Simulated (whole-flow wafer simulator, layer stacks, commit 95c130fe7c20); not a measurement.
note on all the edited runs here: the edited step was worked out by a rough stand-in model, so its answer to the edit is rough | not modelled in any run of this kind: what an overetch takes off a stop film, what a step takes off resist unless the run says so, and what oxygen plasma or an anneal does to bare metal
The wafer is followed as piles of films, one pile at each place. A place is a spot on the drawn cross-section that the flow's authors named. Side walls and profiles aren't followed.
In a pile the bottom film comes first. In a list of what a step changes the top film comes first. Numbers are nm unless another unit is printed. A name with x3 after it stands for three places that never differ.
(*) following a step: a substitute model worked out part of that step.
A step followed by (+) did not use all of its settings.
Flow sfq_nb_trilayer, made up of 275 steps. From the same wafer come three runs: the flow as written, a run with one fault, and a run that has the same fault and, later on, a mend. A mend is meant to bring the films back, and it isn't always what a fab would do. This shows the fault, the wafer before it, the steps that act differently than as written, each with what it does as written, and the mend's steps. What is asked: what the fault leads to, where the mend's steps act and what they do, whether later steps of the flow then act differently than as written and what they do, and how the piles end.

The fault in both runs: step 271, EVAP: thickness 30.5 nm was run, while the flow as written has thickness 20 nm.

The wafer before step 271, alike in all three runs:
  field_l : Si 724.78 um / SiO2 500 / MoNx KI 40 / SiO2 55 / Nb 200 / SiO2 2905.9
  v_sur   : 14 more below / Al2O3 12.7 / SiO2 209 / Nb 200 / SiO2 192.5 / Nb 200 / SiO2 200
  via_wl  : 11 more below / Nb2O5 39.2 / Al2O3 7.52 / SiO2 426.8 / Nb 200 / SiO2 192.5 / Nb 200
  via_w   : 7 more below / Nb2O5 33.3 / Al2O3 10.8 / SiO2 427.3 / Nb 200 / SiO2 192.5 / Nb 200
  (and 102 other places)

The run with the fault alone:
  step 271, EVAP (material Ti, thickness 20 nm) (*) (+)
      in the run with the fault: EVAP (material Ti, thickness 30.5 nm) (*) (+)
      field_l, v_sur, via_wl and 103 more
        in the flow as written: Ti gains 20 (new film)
        in the run with the fault: Ti gains 30.5 (new film)
  Steps further on in the flow that do not act as written:
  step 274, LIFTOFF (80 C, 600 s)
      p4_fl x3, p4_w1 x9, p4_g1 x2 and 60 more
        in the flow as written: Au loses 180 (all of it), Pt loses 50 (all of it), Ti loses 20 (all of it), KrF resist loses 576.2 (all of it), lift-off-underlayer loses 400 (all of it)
        in the run with the fault: Au loses 180 (all of it), Pt loses 50 (all of it), Ti loses 30.5 (all of it), KrF resist loses 576.2 (all of it), lift-off-underlayer loses 400 (all of it)
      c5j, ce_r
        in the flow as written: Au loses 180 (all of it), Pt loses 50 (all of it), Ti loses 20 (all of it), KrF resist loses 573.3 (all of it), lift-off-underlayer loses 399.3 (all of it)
        in the run with the fault: Au loses 180 (all of it), Pt loses 50 (all of it), Ti loses 30.5 (all of it), KrF resist loses 573.3 (all of it), lift-off-underlayer loses 399.3 (all of it)
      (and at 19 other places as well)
  The piles end different from the flow's at field_l, v_sur, via_wl and 8 more by more than 2% or 0.5 nm, whichever is larger.
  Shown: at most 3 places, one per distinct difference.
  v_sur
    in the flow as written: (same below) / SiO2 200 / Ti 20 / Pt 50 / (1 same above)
    in the run with the fault: (same below) / SiO2 200 / Ti 30.5 / Pt 50 / (1 same above)
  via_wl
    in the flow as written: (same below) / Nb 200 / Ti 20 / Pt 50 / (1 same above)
    in the run with the fault: (same below) / Nb 200 / Ti 30.5 / Pt 50 / (1 same above)
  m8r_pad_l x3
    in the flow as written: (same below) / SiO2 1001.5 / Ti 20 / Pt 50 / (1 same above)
    in the run with the fault: (same below) / SiO2 1001.5 / Ti 30.5 / Pt 50 / (1 same above)

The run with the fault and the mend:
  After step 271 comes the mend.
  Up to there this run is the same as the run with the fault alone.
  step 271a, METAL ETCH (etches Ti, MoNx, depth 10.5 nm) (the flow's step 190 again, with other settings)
      field_l, v_sur, via_wl and 103 more
        Ti loses 10.5
  None of the later steps of the flow acts differently than as written at any place that is followed.
  The piles end the same as the flow's at every place that both follow.
